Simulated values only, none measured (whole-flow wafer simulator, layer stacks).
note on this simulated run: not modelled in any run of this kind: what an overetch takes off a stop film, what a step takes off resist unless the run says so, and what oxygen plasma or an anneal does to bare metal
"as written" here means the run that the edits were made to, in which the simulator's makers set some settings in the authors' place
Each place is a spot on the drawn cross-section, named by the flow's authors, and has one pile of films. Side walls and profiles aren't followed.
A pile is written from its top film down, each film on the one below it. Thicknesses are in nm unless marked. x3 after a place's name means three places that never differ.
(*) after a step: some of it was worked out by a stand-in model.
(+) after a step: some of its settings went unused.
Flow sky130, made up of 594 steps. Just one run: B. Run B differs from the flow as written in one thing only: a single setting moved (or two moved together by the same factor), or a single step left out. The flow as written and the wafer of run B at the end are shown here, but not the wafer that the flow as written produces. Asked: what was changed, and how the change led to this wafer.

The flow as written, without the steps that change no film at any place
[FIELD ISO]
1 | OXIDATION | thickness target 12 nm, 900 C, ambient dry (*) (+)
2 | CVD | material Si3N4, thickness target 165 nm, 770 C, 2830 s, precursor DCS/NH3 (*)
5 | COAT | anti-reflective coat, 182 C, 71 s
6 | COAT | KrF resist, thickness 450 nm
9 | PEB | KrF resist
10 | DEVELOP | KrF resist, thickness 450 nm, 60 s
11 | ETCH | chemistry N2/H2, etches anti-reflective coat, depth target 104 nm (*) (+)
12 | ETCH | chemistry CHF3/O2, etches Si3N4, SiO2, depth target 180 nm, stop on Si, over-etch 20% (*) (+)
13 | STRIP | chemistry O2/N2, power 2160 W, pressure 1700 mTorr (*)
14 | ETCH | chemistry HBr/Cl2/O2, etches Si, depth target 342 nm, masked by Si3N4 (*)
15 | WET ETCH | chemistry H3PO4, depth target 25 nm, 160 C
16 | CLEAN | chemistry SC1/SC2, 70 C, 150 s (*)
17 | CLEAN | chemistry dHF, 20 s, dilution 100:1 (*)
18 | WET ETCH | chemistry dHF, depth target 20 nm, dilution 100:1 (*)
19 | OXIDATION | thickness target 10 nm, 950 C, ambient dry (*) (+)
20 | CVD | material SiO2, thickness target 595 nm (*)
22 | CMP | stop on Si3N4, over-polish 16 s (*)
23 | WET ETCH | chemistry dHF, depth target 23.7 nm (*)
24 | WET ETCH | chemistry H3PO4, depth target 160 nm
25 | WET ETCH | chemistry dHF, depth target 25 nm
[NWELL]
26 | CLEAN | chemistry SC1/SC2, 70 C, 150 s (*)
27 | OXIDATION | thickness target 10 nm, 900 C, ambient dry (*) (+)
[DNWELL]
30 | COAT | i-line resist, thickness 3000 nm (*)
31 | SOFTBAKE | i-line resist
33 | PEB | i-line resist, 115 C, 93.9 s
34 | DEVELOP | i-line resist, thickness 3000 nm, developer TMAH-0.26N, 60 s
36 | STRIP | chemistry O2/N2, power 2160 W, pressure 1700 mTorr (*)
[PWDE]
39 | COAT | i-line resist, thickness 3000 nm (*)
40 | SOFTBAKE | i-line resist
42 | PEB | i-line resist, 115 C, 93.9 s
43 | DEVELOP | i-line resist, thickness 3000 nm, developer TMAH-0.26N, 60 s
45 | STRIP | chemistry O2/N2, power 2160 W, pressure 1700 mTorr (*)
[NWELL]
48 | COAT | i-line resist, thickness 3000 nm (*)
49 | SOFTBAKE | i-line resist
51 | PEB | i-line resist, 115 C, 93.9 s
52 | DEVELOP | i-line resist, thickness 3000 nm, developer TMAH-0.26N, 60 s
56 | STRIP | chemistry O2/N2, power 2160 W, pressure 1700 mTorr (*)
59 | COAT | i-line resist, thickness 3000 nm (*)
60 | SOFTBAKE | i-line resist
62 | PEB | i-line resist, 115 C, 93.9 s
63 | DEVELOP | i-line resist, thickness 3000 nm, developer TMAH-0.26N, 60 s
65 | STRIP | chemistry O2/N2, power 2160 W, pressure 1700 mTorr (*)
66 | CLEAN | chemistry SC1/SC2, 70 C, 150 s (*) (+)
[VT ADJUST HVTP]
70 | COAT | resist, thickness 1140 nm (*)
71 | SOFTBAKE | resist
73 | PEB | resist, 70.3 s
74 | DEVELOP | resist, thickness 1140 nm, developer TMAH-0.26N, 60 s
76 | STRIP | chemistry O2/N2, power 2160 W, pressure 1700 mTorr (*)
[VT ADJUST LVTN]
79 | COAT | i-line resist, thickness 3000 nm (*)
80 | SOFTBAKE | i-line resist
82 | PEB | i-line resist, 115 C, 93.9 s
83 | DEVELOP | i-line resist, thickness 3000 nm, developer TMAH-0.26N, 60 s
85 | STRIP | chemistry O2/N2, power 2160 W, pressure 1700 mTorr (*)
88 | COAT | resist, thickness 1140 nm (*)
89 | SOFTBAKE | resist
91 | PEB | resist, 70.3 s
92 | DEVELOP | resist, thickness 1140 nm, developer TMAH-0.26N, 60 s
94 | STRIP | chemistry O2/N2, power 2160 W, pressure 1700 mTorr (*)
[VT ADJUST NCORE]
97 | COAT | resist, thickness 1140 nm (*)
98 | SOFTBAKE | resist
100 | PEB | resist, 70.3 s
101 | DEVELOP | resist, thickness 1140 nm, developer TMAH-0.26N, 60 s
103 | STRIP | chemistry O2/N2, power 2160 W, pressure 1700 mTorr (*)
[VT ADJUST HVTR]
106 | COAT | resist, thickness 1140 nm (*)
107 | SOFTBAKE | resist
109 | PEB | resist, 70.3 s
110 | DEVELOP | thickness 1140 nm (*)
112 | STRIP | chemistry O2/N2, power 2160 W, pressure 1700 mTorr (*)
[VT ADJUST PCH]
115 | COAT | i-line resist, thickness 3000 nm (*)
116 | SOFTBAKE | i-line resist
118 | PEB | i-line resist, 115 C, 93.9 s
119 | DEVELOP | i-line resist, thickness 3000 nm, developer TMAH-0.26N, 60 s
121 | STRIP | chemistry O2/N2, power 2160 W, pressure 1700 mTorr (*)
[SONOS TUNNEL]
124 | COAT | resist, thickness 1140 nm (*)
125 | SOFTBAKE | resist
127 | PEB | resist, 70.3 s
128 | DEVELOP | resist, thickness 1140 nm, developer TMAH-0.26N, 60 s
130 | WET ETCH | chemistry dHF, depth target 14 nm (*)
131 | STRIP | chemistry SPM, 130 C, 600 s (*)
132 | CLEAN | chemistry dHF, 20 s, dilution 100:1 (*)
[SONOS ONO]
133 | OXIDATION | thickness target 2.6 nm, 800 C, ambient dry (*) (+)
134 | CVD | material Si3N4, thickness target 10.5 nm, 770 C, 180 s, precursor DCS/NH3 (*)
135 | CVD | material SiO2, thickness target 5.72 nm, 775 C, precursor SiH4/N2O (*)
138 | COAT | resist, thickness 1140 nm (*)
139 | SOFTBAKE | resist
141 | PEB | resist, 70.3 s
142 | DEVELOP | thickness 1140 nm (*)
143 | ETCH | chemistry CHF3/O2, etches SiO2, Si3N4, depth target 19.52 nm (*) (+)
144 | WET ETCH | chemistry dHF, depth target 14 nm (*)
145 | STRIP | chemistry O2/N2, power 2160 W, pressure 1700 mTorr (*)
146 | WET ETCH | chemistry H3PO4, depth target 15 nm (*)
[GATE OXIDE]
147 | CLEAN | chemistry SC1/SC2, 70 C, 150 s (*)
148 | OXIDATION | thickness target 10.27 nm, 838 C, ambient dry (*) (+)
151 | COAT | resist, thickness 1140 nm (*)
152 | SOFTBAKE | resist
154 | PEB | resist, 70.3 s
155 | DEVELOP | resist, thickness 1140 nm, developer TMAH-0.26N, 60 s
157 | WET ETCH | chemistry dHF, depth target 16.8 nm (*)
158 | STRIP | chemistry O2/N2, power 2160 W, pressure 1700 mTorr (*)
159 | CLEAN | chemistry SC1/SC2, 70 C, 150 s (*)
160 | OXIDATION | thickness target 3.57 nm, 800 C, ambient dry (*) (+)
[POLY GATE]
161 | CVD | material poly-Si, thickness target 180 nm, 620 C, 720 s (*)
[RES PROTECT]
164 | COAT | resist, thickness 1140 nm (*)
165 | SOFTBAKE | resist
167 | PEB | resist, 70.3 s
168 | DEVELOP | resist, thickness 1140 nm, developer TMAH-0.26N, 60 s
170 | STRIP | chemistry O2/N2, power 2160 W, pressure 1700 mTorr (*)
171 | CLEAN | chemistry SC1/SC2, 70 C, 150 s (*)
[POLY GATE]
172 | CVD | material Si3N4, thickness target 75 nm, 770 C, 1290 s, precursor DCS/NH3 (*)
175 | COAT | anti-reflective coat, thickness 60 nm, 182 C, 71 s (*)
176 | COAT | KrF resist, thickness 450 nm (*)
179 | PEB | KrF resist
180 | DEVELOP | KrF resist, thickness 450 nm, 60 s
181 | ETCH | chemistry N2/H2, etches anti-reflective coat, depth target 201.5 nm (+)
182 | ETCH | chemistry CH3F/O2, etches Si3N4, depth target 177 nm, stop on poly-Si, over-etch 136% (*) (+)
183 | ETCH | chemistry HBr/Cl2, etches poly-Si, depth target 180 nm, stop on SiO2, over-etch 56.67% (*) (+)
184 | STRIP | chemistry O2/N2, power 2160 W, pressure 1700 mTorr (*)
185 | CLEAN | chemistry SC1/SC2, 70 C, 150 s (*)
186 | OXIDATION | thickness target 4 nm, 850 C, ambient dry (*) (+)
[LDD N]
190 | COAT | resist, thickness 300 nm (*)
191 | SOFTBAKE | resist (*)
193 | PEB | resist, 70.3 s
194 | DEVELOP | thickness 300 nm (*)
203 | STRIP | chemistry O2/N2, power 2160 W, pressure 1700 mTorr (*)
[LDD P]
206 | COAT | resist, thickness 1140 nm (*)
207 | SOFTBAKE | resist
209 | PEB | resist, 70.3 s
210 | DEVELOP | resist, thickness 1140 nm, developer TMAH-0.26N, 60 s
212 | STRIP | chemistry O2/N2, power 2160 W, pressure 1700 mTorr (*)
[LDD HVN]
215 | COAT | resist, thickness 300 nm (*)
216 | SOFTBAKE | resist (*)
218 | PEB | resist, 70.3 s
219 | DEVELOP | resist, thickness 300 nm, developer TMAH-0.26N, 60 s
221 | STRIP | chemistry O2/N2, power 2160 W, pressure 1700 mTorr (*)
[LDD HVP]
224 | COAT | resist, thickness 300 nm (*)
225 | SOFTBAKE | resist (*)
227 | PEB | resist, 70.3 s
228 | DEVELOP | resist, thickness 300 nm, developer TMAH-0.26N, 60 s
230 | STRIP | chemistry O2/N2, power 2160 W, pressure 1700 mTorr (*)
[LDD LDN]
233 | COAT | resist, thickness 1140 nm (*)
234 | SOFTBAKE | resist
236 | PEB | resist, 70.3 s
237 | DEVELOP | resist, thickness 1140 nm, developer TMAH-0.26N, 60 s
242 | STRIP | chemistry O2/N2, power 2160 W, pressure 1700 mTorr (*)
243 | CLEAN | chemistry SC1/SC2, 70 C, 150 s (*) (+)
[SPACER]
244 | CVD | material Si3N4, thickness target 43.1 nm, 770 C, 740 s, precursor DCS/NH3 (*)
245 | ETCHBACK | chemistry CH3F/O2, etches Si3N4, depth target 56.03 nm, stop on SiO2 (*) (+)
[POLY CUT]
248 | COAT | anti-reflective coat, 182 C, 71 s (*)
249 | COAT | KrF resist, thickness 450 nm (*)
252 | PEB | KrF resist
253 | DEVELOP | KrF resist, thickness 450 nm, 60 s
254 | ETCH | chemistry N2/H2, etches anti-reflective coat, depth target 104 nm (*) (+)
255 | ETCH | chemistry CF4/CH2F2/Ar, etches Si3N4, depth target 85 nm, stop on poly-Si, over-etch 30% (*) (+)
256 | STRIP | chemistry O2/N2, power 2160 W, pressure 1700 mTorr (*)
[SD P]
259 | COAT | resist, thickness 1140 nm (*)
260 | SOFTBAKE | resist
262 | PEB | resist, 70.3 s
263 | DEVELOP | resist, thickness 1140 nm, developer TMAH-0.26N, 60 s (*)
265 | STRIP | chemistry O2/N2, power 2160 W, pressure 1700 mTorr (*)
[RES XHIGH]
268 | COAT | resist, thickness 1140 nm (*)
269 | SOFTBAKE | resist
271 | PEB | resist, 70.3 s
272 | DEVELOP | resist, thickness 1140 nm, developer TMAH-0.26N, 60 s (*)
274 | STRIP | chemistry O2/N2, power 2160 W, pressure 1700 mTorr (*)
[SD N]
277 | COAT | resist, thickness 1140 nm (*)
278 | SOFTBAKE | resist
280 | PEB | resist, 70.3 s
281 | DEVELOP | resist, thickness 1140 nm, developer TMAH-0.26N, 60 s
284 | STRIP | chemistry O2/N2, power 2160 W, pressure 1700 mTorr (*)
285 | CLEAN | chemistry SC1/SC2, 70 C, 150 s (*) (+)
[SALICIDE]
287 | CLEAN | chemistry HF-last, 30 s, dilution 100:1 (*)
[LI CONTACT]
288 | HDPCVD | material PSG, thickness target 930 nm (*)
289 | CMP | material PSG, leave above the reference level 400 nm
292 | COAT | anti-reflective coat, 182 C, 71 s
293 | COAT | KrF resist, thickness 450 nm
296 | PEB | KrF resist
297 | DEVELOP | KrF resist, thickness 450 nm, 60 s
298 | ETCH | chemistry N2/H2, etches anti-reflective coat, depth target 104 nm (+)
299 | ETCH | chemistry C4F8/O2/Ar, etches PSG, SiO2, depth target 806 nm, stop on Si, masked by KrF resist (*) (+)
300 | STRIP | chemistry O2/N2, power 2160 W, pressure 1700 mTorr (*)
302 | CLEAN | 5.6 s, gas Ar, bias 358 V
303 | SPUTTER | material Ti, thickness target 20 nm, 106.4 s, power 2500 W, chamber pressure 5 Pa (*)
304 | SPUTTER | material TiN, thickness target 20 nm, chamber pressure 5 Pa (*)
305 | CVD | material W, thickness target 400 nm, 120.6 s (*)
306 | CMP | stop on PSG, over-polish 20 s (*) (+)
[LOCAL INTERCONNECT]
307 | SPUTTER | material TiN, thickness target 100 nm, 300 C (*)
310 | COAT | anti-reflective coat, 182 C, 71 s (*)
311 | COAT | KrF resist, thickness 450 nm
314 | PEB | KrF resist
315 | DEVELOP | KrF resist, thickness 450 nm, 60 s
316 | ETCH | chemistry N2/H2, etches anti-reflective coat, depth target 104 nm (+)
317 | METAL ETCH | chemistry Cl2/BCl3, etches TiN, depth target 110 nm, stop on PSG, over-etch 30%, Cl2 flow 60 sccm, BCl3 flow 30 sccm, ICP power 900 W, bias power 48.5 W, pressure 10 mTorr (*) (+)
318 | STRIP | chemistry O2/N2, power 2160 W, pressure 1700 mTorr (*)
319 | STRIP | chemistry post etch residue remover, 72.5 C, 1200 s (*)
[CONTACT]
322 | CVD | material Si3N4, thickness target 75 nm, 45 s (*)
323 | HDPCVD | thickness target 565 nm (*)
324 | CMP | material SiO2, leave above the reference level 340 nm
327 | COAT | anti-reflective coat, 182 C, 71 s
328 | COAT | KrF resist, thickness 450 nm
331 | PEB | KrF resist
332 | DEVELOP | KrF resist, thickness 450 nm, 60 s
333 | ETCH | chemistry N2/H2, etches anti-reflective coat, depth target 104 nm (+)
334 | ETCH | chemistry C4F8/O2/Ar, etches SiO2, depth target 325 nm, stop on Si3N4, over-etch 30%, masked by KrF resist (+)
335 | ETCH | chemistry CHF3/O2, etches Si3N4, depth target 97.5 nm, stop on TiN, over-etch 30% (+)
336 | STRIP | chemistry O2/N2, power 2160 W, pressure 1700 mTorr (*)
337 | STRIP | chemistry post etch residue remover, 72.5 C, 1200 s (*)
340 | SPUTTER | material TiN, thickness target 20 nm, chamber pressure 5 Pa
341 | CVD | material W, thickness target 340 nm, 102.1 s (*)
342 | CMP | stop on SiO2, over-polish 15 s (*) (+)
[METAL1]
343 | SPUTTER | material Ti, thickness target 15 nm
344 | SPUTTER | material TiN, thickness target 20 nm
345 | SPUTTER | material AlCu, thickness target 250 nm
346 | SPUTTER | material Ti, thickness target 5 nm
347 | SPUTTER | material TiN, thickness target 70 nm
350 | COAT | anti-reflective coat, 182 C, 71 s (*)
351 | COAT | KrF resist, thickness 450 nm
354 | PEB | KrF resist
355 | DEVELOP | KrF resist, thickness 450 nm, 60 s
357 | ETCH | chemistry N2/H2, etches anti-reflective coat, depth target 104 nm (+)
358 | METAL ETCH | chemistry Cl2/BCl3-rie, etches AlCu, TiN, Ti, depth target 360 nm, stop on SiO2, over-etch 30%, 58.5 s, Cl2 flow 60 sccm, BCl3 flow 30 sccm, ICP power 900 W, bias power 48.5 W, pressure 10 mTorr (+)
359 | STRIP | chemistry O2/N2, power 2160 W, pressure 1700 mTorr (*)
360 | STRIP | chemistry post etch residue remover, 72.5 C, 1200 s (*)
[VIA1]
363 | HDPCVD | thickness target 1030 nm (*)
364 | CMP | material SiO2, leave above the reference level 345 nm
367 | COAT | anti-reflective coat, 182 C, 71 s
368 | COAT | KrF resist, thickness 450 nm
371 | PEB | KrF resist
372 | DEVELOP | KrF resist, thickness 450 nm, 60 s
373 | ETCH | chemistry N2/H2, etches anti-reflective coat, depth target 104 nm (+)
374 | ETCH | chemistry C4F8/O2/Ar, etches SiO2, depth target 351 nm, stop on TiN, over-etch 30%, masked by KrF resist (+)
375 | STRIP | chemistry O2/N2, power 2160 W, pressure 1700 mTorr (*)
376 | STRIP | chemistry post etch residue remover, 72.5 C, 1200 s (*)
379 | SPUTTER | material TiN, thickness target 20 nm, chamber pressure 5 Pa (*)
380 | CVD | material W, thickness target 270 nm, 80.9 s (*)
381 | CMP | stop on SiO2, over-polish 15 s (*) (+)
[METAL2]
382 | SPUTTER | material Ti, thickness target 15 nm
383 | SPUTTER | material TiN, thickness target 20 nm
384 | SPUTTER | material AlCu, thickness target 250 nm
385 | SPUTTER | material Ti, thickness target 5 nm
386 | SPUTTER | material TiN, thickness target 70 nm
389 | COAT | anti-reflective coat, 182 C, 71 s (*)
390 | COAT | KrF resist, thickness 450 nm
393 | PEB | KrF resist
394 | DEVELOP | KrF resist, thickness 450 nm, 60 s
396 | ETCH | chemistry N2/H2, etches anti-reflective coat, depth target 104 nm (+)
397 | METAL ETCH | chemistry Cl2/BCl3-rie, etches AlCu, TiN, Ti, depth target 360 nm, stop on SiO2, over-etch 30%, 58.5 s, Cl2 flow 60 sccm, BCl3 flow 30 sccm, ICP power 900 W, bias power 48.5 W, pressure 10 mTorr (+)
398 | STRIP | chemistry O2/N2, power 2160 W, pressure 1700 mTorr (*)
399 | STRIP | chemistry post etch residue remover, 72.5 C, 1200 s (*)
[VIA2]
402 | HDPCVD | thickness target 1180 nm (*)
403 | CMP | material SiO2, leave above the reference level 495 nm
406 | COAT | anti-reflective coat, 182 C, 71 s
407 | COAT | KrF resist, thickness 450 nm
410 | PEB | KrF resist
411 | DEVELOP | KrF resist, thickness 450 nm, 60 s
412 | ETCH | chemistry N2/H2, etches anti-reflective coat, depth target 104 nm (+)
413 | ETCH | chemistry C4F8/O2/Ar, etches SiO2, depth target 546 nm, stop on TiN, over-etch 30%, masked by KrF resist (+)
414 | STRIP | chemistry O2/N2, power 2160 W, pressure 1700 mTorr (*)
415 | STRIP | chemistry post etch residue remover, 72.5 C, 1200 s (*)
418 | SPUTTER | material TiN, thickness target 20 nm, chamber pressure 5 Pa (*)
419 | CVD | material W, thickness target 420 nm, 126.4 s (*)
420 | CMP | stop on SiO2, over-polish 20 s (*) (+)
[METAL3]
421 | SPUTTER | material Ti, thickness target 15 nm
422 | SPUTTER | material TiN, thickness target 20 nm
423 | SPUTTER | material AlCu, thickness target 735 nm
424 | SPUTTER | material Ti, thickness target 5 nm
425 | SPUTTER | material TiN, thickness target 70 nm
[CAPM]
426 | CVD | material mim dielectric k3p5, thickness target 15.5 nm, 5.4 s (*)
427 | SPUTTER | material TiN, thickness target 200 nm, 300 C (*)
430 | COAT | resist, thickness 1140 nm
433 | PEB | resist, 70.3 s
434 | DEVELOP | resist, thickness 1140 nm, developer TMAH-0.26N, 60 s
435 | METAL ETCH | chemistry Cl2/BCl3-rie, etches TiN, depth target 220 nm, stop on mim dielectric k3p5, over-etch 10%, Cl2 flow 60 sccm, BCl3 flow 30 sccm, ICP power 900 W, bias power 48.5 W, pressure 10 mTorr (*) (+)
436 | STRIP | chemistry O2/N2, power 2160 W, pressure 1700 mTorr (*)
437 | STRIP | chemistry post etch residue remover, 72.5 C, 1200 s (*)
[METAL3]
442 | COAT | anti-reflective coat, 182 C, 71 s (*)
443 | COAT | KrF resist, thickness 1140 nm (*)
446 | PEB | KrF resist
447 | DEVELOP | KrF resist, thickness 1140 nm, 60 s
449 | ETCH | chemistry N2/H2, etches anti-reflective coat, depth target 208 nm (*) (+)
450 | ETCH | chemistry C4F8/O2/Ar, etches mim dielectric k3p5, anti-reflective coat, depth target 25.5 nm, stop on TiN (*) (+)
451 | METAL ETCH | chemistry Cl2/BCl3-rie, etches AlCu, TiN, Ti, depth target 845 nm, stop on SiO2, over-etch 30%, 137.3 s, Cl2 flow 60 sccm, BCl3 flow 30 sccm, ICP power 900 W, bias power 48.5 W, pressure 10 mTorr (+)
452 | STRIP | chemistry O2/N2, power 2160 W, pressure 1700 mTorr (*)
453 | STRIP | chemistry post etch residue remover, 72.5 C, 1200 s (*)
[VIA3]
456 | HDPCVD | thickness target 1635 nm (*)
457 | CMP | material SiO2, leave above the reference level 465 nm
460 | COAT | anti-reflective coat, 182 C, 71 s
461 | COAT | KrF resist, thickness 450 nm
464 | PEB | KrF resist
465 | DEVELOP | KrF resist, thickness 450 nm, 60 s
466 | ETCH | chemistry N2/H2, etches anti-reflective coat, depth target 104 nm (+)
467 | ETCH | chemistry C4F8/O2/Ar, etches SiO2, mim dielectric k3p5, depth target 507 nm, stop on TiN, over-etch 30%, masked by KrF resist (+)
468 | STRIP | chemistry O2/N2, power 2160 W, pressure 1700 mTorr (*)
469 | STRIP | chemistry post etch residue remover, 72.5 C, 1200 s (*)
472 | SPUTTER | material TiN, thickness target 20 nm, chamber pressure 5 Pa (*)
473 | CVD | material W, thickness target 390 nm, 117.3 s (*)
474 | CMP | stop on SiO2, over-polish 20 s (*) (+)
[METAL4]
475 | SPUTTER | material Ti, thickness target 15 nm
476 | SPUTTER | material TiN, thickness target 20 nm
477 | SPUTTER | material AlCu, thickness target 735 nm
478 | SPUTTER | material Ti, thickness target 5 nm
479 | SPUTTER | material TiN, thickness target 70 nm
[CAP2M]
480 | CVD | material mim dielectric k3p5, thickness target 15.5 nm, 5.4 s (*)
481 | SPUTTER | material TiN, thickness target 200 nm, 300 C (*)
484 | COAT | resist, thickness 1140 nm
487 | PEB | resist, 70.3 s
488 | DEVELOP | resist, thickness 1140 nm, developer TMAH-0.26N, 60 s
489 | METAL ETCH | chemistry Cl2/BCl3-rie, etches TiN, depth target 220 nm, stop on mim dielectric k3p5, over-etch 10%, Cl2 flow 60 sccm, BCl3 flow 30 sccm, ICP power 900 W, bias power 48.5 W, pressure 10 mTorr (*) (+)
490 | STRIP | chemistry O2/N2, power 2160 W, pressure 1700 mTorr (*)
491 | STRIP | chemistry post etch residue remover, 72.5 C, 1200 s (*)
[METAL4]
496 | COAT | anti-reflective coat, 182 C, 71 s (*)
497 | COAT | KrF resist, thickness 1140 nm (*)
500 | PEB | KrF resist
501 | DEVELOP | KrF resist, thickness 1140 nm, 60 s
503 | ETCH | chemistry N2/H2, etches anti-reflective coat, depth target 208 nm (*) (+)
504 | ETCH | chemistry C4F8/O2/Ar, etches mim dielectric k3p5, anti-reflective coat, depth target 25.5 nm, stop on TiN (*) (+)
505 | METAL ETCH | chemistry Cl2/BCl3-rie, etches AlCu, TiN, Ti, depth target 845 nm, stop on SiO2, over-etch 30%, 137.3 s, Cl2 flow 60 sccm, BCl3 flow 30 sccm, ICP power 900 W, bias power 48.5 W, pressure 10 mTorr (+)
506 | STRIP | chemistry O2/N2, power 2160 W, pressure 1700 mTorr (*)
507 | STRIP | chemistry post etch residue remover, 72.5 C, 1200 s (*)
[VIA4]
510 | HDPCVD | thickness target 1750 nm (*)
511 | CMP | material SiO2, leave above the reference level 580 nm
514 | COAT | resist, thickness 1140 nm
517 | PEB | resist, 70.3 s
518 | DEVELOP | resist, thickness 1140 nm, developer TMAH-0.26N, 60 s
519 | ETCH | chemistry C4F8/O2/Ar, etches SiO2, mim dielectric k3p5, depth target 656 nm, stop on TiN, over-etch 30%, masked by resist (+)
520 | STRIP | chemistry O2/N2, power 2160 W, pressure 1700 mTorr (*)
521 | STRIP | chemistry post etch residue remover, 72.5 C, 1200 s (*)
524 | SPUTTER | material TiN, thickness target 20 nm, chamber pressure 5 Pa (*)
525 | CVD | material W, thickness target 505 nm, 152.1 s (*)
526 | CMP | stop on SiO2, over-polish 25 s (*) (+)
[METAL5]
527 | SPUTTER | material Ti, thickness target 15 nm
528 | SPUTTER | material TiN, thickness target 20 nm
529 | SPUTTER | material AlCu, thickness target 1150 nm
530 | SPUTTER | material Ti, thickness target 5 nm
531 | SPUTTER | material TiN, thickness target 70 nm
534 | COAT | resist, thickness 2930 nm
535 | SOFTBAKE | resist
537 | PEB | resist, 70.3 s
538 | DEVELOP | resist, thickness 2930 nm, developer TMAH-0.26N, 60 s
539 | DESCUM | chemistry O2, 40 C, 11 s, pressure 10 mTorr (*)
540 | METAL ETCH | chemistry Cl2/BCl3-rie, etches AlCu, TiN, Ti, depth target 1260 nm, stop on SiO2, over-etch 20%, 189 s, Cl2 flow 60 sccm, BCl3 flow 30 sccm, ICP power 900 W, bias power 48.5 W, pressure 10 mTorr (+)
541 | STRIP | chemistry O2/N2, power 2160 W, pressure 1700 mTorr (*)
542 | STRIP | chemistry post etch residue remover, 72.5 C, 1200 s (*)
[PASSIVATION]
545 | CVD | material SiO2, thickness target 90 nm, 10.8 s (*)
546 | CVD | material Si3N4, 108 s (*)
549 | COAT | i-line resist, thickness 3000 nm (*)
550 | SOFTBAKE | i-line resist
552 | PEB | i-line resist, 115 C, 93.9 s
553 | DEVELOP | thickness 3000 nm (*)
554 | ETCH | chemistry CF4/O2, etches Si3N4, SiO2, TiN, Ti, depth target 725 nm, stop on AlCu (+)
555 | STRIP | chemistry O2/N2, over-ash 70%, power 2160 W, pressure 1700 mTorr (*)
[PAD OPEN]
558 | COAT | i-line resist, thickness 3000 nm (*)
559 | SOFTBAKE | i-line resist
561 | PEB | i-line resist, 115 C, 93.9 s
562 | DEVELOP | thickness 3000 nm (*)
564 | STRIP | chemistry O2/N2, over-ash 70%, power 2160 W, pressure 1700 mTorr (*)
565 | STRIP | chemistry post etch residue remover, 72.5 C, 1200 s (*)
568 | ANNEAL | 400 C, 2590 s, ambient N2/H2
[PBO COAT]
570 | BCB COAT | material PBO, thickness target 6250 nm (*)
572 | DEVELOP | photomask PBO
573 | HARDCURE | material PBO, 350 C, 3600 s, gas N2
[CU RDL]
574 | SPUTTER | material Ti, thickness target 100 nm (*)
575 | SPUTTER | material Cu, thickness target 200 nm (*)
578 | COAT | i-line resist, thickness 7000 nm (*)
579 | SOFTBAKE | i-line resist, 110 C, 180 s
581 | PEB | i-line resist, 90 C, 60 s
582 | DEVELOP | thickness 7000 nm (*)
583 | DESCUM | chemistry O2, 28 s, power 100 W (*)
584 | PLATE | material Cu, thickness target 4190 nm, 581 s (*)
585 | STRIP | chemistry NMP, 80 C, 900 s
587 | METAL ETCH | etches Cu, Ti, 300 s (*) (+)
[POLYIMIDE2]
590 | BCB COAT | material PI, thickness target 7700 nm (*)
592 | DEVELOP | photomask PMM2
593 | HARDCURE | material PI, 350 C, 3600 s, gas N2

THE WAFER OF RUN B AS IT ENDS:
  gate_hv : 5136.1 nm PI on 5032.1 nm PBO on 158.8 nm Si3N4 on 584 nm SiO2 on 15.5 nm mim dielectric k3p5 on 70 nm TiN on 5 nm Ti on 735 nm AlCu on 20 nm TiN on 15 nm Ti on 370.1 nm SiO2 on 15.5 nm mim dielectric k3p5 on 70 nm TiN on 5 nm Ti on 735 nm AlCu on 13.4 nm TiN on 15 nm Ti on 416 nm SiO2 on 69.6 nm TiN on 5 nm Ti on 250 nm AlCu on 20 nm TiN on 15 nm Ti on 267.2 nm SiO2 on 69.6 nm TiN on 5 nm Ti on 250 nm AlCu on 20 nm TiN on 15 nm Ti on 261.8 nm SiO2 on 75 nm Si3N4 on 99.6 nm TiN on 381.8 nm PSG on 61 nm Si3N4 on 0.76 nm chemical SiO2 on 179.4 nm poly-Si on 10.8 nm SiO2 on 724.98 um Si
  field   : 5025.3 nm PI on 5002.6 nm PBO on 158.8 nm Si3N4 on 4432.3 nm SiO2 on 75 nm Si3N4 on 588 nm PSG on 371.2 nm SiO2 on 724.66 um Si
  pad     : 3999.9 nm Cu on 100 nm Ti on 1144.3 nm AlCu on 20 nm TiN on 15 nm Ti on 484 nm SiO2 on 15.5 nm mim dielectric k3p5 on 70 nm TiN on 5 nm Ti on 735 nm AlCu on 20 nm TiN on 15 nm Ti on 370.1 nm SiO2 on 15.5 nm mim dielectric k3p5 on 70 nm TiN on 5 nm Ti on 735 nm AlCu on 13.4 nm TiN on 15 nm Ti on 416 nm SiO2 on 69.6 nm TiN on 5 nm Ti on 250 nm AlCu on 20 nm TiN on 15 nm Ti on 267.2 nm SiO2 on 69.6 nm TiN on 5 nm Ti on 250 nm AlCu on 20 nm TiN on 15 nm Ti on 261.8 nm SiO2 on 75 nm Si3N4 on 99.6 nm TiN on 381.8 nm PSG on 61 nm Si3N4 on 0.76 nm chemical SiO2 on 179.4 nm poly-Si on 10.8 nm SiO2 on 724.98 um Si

The reason: step 422, SPUTTER: thickness target 13.4 nm was run, whereas the flow has thickness target 20 nm.
The wafer lets one read it off: gate_hv has TiN 13.4, and step 422 as written asks for 20 nm.

Step by step, how the change led to this:
  422 | SPUTTER | material TiN, thickness target 20 nm
      field, active, n_well and 188 more: +13.4 TiN (new film) (in the flow as written it would be: +20 TiN (new film))
  451 | METAL ETCH | chemistry Cl2/BCl3-rie, etches AlCu, TiN, Ti, depth target 845 nm, stop on SiO2, over-etch 30%, 137.3 s, Cl2 flow 60 sccm, BCl3 flow 30 sccm, ICP power 900 W, bias power 48.5 W, pressure 10 mTorr (+)
      field, gate, spacer and 68 more: -70 TiN (all of it), -5 Ti (all of it), -735 AlCu (all of it), -13.4 TiN (all of it), -15 Ti (all of it), -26 SiO2 (in the flow as written it would be: -70 TiN (all of it), -5 Ti (all of it), -735 AlCu (all of it), -20 TiN (all of it), -15 Ti (all of it), -25.4 SiO2)
      active, vpp_ln, vpp_iso2 and 11 more: -70 TiN (all of it), -5 Ti (all of it), -735 AlCu (all of it), -13.4 TiN (all of it), -15 Ti (all of it), -26 SiO2 (in the flow as written it would be: -70 TiN (all of it), -5 Ti (all of it), -735 AlCu (all of it), -20 TiN (all of it), -15 Ti (all of it), -25.3 SiO2)
